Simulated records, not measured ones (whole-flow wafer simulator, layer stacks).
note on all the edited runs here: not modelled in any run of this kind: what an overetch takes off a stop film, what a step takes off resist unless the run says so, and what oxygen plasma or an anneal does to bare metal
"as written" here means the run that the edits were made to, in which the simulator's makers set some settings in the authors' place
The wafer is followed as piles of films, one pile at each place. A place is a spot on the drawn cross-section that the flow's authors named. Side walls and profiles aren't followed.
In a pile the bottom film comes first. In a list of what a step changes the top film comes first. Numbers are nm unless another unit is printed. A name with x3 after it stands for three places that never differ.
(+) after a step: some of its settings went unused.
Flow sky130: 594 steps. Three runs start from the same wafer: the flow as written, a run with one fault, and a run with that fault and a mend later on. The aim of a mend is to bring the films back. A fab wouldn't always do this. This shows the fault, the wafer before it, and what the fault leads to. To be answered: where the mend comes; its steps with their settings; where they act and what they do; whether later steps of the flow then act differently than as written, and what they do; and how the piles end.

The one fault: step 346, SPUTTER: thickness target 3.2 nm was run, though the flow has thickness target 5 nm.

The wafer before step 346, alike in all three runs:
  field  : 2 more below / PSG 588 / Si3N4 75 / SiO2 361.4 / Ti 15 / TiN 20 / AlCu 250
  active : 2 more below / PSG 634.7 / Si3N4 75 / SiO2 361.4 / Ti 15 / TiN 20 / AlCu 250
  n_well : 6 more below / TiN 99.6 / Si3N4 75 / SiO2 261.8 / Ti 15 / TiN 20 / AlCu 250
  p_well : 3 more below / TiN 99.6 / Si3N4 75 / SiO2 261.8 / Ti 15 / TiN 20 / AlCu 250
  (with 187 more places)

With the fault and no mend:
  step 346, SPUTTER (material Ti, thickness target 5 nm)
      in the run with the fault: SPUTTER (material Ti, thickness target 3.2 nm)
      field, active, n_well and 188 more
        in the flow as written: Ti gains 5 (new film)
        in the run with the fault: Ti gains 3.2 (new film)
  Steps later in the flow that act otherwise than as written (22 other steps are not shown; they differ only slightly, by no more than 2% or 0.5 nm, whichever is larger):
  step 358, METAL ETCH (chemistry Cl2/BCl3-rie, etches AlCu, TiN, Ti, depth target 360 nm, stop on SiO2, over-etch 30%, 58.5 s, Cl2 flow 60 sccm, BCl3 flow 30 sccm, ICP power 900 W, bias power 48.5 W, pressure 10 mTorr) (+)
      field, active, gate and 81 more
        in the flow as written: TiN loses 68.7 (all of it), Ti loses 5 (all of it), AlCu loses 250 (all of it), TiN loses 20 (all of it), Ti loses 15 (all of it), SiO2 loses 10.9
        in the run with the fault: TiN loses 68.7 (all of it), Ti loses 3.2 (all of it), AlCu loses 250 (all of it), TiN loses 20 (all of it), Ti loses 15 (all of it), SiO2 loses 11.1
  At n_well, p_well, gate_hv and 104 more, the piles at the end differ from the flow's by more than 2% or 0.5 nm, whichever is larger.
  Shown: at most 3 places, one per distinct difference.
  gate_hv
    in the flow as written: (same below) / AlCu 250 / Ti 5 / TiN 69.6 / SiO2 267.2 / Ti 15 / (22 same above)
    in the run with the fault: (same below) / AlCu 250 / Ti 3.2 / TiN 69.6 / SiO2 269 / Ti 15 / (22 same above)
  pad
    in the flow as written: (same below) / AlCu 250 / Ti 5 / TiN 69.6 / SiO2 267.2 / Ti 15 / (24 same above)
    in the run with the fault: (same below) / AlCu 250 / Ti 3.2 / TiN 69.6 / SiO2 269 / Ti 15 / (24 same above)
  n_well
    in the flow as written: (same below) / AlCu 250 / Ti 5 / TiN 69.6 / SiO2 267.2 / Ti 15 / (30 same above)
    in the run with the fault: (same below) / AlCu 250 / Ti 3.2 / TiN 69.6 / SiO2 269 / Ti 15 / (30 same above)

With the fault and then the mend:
  After step 346 comes the mend.
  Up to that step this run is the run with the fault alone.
  step 346a, SPUTTER (material Ti, thickness target 1.8 nm) (the flow's step 346, run once more with other settings)
      field, active, n_well and 188 more
        Ti gains 1.8
  Later steps of the flow that are run all act as written at every place that is followed.
  The piles end the same as the flow's at every place that both follow.
